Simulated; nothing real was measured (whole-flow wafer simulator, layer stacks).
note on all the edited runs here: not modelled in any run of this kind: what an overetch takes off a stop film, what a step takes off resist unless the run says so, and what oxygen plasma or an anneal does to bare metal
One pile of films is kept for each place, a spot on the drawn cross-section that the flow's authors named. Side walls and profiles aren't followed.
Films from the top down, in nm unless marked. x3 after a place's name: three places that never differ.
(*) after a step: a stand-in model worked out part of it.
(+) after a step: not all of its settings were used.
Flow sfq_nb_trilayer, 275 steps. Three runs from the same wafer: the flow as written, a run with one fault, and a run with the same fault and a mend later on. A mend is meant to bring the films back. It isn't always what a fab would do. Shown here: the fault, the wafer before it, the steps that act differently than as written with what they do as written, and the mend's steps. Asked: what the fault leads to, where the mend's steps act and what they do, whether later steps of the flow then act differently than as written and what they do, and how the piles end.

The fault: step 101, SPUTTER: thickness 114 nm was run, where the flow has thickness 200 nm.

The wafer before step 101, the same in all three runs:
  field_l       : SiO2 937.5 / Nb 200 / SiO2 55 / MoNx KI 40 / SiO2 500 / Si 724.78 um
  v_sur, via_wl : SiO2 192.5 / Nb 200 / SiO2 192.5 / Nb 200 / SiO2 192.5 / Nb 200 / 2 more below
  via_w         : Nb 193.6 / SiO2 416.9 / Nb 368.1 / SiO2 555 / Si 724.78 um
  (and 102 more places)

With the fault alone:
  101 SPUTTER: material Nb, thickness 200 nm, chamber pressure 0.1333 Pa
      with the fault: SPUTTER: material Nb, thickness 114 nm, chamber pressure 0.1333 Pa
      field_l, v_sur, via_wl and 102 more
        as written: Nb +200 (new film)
        with the fault: Nb +114 (new film)
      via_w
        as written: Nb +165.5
        with the fault: Nb +94
  Later steps of the flow that act differently than as written (4 more steps differ only slightly, by at most 2% or 0.5 nm, whichever is larger, and aren't shown):
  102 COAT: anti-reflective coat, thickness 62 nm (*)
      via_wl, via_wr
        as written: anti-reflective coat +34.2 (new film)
        with the fault: anti-reflective coat +32.8 (new film)
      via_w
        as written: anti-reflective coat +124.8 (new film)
        with the fault: anti-reflective coat +120.3 (new film)
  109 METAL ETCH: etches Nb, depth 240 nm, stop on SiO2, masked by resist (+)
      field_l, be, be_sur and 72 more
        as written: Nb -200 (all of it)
        with the fault: Nb -114 (all of it)
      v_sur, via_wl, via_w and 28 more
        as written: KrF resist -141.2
        with the fault: KrF resist -100.6
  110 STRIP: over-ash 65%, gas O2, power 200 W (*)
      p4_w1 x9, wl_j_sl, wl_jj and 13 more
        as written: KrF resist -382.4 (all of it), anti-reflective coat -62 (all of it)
        with the fault: KrF resist -423 (all of it), anti-reflective coat -62 (all of it)
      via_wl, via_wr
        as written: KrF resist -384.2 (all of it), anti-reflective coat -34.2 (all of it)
        with the fault: KrF resist -427.1 (all of it), anti-reflective coat -32.8 (all of it)
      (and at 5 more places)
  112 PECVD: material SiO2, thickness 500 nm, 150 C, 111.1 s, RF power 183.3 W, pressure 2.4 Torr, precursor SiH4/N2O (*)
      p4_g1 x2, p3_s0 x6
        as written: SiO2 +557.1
        with the fault: SiO2 +500
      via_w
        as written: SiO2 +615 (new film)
        with the fault: SiO2 +591.6 (new film)
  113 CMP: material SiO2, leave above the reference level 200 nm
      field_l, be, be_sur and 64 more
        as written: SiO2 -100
        with the fault: SiO2 -186
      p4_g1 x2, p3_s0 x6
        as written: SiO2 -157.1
        with the fault: SiO2 -186
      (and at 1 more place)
  At the end the piles differ from the flow's by more than 2% or 0.5 nm, whichever is larger, at field_l, v_sur, via_wl and 103 more.
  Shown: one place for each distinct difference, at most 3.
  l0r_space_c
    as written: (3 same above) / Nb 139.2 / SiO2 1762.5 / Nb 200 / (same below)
    with the fault: (3 same above) / Nb 139.2 / SiO2 1676.5 / Nb 200 / (same below)
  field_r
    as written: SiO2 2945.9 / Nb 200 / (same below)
    with the fault: SiO2 2859.9 / Nb 200 / (same below)
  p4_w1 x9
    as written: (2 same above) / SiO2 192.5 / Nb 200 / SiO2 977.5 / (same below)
    with the fault: (2 same above) / SiO2 192.5 / Nb 114 / SiO2 977.5 / (same below)

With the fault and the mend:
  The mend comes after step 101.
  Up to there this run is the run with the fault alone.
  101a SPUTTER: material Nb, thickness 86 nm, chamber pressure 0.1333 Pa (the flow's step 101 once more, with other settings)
      field_l, v_sur, via_wl and 102 more
        Nb +86
      via_w
        Nb +69.1
  No later step of the flow acts differently than as written, at any place that is followed, by more than 2% or 0.5 nm, whichever is larger.
  At the end the piles differ from the flow's only slightly at the places that both follow, by at most 2% or 0.5 nm, whichever is larger.
